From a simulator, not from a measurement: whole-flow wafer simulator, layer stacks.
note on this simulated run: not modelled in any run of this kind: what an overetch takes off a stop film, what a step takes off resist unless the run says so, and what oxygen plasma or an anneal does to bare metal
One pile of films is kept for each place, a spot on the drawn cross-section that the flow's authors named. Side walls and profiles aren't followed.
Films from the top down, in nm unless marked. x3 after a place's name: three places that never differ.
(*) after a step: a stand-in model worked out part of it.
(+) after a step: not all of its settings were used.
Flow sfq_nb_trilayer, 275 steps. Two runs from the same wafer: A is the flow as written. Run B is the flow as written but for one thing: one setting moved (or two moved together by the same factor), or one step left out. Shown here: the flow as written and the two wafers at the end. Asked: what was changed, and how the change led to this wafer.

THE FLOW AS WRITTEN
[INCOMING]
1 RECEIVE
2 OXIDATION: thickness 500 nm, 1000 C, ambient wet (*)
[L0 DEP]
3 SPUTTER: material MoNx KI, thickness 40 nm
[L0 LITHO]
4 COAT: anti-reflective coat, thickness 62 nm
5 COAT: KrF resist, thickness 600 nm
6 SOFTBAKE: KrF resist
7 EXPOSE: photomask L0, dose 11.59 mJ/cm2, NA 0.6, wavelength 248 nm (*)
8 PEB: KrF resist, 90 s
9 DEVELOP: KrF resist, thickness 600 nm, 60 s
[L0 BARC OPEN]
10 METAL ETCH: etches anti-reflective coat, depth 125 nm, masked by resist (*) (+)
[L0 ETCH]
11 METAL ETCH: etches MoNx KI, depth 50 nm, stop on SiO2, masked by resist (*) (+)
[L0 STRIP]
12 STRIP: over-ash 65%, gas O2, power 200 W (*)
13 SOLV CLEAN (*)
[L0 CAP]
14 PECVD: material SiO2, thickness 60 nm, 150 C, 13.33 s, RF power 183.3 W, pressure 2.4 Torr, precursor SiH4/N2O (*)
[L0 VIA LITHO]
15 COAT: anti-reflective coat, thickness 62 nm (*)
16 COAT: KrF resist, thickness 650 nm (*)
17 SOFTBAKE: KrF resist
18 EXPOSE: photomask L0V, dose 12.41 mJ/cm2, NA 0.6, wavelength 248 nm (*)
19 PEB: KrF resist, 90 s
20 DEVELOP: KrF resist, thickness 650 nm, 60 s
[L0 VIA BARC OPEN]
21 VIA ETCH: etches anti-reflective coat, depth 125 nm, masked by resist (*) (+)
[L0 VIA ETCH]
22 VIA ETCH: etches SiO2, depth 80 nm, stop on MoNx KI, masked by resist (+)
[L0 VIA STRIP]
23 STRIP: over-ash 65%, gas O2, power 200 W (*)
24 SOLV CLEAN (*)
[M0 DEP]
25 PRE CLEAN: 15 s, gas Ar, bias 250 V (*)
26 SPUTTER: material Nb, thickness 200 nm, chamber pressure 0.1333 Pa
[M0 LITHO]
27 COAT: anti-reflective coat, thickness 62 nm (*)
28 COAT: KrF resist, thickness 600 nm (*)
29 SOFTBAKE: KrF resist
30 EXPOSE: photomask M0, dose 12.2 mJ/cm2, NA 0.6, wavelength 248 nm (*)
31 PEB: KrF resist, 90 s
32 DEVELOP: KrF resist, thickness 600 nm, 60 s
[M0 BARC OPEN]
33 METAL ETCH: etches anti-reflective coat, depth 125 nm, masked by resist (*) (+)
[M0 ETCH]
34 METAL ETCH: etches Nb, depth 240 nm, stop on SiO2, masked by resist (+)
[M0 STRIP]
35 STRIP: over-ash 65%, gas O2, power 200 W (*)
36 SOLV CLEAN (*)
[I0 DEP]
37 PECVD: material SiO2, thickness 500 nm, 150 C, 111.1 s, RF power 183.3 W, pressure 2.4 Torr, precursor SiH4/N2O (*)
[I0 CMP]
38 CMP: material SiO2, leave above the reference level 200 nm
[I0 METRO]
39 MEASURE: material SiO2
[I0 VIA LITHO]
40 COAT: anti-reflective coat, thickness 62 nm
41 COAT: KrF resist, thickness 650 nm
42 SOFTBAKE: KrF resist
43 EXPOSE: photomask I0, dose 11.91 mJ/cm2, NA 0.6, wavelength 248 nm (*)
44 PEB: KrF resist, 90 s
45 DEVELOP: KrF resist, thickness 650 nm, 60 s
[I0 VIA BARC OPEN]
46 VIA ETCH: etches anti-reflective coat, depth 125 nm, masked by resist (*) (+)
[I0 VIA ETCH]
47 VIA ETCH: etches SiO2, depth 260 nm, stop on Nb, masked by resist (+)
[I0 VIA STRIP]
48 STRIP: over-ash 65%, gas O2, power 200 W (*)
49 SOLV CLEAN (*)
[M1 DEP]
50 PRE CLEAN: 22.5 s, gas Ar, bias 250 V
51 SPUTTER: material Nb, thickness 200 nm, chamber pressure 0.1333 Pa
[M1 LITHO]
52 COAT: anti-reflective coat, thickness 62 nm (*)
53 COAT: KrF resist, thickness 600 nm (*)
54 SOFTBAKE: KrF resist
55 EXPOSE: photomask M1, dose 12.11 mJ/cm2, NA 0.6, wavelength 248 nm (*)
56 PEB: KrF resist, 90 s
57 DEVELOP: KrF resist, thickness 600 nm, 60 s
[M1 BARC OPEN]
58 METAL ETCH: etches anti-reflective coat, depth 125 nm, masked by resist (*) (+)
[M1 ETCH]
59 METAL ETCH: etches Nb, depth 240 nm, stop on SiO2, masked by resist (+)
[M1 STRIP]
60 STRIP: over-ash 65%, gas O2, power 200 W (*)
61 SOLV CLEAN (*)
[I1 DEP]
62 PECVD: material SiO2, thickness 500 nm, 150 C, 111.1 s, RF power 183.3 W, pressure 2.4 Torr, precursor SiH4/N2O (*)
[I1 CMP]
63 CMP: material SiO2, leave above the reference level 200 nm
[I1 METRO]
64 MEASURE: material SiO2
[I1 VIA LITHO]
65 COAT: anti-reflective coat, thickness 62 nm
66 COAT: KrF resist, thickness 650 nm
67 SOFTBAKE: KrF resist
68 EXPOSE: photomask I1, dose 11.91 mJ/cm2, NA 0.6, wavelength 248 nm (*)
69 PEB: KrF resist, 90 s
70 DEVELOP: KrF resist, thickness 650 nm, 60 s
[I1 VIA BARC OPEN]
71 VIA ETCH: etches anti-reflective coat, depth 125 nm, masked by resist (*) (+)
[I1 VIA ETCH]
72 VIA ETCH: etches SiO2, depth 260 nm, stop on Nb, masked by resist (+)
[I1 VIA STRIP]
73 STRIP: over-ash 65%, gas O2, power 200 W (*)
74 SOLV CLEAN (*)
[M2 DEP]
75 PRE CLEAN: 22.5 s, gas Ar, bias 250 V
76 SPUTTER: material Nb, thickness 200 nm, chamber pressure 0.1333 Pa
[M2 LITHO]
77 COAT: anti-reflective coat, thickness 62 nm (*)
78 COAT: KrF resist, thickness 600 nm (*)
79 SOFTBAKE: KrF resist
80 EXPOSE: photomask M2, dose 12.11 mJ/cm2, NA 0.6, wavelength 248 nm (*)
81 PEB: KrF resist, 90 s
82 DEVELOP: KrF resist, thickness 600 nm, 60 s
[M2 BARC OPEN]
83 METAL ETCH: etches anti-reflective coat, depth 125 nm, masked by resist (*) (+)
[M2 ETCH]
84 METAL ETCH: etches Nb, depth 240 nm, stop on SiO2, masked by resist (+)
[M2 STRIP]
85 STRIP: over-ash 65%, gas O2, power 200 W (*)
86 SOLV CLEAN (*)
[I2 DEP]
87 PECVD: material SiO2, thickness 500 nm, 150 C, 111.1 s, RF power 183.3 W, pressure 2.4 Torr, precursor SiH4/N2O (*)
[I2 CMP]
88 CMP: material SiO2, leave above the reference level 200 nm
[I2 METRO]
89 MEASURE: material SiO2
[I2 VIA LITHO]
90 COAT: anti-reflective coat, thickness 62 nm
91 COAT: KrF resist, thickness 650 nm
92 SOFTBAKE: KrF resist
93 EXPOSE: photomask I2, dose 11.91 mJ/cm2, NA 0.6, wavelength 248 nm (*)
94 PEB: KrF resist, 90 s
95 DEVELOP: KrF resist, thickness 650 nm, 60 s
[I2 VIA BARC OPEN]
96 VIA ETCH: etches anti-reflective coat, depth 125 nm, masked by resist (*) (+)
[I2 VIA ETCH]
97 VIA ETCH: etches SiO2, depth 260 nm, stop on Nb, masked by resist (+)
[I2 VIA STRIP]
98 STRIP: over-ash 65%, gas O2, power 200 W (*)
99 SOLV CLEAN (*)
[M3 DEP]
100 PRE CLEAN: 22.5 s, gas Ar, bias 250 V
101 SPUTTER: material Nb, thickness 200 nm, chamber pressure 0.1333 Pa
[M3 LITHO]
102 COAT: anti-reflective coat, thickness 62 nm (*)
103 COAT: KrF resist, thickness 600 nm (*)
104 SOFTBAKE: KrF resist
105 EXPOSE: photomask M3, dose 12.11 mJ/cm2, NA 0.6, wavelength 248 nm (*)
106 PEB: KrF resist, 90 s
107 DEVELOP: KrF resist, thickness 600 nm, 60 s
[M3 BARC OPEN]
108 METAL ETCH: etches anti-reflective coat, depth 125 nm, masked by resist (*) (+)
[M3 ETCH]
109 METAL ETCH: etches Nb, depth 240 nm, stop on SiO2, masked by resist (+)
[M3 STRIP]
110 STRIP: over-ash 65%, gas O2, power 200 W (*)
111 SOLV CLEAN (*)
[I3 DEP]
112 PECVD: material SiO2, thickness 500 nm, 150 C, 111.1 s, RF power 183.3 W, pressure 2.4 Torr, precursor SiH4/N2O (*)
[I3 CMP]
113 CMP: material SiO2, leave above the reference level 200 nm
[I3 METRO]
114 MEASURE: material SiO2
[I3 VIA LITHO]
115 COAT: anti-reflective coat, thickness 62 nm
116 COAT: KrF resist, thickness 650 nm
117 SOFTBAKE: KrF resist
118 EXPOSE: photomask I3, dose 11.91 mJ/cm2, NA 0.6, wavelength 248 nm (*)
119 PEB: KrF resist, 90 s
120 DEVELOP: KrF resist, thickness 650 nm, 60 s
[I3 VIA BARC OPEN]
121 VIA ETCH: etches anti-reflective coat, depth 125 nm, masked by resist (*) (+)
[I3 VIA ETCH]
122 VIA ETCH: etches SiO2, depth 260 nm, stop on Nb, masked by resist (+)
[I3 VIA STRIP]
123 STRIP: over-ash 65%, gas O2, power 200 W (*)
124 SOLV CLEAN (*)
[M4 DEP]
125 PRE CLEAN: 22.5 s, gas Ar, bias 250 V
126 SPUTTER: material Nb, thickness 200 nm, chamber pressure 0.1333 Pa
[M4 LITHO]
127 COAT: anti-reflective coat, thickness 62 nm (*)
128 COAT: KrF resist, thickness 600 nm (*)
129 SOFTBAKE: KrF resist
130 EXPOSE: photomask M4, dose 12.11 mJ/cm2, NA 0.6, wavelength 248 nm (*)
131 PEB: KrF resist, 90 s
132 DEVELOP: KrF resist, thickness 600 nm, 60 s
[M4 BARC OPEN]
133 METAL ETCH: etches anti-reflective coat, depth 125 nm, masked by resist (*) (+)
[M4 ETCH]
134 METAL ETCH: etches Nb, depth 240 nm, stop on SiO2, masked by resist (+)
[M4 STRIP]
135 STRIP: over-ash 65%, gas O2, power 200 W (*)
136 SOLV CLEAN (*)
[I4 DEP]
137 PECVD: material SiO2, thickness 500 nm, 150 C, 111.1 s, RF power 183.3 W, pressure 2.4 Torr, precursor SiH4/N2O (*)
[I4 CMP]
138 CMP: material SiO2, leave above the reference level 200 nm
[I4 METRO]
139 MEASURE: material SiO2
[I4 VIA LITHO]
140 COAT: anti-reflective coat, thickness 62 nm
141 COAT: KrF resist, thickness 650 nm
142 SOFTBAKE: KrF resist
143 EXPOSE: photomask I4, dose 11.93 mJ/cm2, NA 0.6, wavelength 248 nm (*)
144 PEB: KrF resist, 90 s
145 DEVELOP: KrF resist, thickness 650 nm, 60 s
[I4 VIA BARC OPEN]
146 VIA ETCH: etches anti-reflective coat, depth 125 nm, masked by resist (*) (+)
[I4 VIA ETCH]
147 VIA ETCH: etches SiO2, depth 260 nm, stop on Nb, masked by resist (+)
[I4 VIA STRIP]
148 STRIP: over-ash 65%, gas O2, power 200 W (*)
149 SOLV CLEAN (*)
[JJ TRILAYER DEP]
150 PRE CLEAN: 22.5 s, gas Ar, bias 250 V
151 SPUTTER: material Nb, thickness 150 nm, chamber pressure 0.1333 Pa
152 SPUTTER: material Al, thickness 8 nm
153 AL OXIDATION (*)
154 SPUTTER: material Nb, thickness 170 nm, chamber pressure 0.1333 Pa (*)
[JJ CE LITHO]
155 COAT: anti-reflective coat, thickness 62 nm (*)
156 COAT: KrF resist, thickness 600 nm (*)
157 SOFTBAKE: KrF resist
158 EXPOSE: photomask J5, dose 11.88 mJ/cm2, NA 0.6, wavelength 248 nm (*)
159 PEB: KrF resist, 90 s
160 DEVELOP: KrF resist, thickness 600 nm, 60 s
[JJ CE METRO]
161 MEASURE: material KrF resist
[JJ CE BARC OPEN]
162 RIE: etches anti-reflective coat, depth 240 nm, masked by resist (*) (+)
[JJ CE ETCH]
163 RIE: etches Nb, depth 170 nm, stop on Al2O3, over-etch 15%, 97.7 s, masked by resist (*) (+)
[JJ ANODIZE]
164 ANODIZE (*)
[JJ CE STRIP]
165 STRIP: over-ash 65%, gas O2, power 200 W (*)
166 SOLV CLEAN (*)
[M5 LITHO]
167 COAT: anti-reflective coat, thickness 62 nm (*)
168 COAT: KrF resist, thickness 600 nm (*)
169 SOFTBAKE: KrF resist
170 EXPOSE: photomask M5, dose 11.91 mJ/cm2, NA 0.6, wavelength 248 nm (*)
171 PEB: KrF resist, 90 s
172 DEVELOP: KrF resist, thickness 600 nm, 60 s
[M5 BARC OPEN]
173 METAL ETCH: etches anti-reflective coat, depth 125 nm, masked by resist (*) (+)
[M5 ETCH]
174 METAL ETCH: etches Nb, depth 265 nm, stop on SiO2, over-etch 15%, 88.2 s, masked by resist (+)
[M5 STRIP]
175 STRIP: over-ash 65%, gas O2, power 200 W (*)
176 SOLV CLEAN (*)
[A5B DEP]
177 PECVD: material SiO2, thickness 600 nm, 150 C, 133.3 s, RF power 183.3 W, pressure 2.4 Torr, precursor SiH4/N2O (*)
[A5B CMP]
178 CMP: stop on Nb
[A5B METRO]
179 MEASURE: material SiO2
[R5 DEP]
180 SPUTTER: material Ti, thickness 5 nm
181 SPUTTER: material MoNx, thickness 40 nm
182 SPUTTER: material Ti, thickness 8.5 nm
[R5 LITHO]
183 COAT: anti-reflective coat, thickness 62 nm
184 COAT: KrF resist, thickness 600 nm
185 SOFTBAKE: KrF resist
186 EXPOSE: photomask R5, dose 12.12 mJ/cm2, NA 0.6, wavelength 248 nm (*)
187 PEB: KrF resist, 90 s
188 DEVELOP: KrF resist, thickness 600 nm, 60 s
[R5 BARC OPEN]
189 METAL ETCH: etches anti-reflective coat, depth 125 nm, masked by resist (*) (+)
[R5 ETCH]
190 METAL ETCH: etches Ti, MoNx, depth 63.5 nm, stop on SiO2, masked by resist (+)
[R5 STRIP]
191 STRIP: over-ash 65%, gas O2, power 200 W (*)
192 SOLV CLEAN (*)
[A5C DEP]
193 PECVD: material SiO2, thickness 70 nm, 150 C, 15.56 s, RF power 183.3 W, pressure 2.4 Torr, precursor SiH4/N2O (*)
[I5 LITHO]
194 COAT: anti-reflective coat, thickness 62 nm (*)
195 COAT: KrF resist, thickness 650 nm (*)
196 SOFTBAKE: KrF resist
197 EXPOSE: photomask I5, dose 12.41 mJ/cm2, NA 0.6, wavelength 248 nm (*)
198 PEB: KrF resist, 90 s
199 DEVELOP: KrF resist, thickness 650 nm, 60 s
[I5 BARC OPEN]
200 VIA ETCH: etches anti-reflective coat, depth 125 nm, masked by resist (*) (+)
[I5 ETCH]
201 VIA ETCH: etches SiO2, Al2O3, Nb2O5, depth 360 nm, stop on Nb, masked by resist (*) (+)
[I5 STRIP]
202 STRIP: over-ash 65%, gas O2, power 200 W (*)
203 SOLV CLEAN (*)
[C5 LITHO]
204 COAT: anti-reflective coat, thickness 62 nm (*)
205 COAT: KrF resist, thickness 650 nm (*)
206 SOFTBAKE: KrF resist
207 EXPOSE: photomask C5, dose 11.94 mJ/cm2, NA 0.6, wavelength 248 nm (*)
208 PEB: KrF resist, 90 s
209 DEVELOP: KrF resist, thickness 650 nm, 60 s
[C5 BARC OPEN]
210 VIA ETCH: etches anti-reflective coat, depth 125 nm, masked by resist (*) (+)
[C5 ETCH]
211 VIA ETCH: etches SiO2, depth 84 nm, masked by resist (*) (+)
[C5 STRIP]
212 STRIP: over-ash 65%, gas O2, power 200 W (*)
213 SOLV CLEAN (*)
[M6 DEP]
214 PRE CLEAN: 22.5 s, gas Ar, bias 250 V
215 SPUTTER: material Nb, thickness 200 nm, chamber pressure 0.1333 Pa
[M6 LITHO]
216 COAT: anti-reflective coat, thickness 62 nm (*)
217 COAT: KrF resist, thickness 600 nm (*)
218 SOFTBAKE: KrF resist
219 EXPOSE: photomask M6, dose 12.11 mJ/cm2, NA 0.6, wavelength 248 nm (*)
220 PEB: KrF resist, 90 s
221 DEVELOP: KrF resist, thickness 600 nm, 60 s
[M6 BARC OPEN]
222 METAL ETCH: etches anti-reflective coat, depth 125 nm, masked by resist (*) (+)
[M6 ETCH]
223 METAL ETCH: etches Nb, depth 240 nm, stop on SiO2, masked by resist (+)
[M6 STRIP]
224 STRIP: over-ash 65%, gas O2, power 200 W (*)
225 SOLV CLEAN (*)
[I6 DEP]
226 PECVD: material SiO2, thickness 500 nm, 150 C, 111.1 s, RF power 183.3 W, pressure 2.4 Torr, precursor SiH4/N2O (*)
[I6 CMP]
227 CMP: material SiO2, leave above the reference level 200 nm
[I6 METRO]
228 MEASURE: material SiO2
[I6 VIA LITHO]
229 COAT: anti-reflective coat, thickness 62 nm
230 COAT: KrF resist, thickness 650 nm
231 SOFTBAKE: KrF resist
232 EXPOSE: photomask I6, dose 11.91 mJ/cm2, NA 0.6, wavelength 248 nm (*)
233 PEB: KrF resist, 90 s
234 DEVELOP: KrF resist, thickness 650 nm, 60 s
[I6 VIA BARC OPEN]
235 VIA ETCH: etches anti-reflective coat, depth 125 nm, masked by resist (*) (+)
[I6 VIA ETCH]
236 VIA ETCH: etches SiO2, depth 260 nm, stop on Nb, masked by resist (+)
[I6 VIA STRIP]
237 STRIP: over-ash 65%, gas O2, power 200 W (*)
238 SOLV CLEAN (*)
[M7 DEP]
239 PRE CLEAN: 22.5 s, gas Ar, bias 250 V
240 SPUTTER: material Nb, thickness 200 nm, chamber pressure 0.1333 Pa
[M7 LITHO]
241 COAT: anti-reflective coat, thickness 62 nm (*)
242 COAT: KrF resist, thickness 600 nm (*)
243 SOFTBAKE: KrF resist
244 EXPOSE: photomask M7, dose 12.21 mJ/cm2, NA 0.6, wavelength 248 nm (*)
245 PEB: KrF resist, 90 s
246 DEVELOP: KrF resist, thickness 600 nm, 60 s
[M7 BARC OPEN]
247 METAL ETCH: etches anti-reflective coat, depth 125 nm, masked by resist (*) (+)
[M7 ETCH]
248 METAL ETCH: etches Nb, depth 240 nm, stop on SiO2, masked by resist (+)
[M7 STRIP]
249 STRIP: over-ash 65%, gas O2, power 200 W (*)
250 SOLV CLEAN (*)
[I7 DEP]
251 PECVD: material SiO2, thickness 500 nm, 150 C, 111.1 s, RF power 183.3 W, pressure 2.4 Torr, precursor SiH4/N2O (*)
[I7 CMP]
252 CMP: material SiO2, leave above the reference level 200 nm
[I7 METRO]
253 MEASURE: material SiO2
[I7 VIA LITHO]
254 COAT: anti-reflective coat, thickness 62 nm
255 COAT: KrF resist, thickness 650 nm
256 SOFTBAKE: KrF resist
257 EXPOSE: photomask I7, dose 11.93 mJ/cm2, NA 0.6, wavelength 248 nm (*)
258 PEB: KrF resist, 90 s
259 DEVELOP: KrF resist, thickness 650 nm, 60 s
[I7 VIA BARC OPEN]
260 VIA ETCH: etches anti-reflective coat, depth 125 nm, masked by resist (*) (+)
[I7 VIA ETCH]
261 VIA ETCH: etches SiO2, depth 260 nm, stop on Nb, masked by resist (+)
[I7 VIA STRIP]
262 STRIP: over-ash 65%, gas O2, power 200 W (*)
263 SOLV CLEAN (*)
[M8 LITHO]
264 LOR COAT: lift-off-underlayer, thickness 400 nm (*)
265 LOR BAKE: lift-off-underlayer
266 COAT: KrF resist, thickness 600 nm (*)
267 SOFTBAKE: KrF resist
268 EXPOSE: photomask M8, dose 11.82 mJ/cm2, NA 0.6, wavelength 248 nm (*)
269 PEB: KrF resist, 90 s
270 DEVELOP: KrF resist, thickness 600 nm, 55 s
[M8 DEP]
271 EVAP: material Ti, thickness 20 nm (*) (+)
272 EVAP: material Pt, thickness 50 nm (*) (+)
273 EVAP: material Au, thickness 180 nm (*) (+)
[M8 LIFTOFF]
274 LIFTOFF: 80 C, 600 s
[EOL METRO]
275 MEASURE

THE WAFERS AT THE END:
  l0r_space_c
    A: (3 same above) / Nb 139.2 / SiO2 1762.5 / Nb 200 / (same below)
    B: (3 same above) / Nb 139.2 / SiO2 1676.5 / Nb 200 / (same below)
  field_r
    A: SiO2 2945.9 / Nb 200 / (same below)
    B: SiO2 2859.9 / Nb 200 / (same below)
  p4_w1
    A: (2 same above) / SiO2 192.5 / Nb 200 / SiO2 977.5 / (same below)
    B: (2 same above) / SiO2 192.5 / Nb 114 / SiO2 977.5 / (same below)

The cause: step 101, SPUTTER: thickness 114 nm was run, where the flow has thickness 200 nm.
It can be read off the wafer: p4_w1 has Nb 114, and step 101 as written asks for 200 nm.

How the change led to this, step by step:
  101 SPUTTER: material Nb, thickness 200 nm, chamber pressure 0.1333 Pa
      field_l, v_sur, via_wl and 102 more: A Nb +200 (new film) | B Nb +114 (new film)
      via_w: A Nb +165.5 | B Nb +94
  102 COAT: anti-reflective coat, thickness 62 nm (*)
      via_wl, via_wr: A anti-reflective coat +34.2 (new film) | B anti-reflective coat +32.8 (new film)
      via_w: A anti-reflective coat +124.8 (new film) | B anti-reflective coat +120.3 (new film)
  109 METAL ETCH: etches Nb, depth 240 nm, stop on SiO2, masked by resist (+)
      field_l, be, be_sur and 72 more: A Nb -200 (all of it) | B Nb -114 (all of it)
      v_sur, via_wl, via_w and 28 more: A KrF resist -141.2 | B KrF resist -100.6
  110 STRIP: over-ash 65%, gas O2, power 200 W (*)
      p4_w1, p4_w2, p4_w3 and 21 more: A KrF resist -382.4 (all of it), anti-reflective coat -62 (all of it) | B KrF resist -423 (all of it), anti-reflective coat -62 (all of it)
      via_wl, via_wr: A KrF resist -384.2 (all of it), anti-reflective coat -34.2 (all of it) | B KrF resist -427.1 (all of it), anti-reflective coat -32.8 (all of it)
      (and at 5 more places)
  112 PECVD: material SiO2, thickness 500 nm, 150 C, 111.1 s, RF power 183.3 W, pressure 2.4 Torr, precursor SiH4/N2O (*)
      p4_g1, p4_g2, p3_s0, p3_s1, p3_s2, p3_s3, p3_s4, p3_s5: A SiO2 +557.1 | B SiO2 +500
      via_w: A SiO2 +615 (new film) | B SiO2 +591.6 (new film)
  113 CMP: material SiO2, leave above the reference level 200 nm
      field_l, be, be_sur and 64 more: A SiO2 -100 | B SiO2 -186
      p4_g1, p4_g2, p3_s0, p3_s1, p3_s2, p3_s3, p3_s4, p3_s5: A SiO2 -157.1 | B SiO2 -186
      (and at 1 more place)
